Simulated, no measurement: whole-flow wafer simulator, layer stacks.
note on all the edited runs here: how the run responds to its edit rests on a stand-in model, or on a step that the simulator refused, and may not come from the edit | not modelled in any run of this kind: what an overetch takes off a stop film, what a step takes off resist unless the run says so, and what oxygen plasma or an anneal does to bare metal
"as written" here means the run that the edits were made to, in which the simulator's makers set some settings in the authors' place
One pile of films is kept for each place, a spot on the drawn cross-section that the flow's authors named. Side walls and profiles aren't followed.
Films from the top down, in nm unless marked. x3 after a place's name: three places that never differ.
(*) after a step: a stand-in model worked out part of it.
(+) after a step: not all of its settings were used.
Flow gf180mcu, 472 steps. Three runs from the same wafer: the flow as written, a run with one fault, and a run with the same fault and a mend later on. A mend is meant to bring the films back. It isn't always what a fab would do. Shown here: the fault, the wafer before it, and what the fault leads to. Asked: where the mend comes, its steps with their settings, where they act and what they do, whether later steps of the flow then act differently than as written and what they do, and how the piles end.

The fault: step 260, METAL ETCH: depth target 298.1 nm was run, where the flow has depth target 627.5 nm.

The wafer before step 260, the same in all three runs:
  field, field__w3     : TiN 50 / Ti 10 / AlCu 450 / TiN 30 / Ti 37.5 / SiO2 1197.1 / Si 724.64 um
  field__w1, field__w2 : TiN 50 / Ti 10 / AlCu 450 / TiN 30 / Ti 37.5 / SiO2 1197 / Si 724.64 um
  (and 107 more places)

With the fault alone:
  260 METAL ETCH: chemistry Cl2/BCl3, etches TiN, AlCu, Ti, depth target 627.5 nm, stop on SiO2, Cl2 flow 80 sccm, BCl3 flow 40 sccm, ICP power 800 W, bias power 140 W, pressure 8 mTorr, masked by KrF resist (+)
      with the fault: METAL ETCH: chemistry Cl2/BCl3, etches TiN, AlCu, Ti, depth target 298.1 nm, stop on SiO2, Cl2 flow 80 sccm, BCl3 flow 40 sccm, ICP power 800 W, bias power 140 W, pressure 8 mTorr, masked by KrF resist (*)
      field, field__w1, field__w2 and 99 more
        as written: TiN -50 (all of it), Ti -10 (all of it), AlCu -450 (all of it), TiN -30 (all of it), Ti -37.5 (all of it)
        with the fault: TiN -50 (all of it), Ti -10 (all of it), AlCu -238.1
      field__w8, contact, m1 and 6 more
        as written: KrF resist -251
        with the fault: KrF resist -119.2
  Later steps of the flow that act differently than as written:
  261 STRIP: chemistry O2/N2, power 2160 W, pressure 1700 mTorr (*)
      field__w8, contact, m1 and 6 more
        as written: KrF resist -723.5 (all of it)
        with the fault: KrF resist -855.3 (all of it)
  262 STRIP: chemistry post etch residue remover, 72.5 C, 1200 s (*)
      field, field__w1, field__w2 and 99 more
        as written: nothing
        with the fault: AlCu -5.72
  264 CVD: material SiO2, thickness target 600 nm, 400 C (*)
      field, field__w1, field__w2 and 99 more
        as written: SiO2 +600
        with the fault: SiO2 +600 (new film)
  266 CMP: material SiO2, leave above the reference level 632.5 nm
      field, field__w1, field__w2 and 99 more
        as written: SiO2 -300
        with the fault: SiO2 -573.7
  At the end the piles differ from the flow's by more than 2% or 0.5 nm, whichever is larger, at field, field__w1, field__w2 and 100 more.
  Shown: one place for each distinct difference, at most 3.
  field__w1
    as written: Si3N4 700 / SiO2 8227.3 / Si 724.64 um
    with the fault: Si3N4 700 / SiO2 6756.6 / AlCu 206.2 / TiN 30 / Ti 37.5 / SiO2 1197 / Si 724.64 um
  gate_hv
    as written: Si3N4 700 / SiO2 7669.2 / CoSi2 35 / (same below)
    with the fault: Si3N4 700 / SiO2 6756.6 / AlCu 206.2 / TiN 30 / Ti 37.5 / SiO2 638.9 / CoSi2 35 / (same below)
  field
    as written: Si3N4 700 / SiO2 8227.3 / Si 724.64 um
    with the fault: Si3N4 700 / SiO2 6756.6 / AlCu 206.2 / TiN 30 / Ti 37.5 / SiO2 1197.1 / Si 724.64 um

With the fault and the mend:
  The mend comes after step 260.
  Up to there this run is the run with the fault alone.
  260a METAL ETCH: chemistry Cl2/BCl3, etches TiN, AlCu, Ti, depth target 329.4 nm, stop on SiO2, Cl2 flow 80 sccm, BCl3 flow 40 sccm, ICP power 800 W, bias power 140 W, pressure 8 mTorr, masked by KrF resist (+) (the flow's step 260 once more, with other settings)
      field, field__w1, field__w2 and 99 more
        AlCu -211.9 (all of it), TiN -30 (all of it), Ti -37.5 (all of it)
      field__w8, contact, m1 and 6 more
        KrF resist -131.8
  No later step of the flow acts differently than as written at any place that is followed.
  At the end the piles are the same as the flow's at every place that both follow.
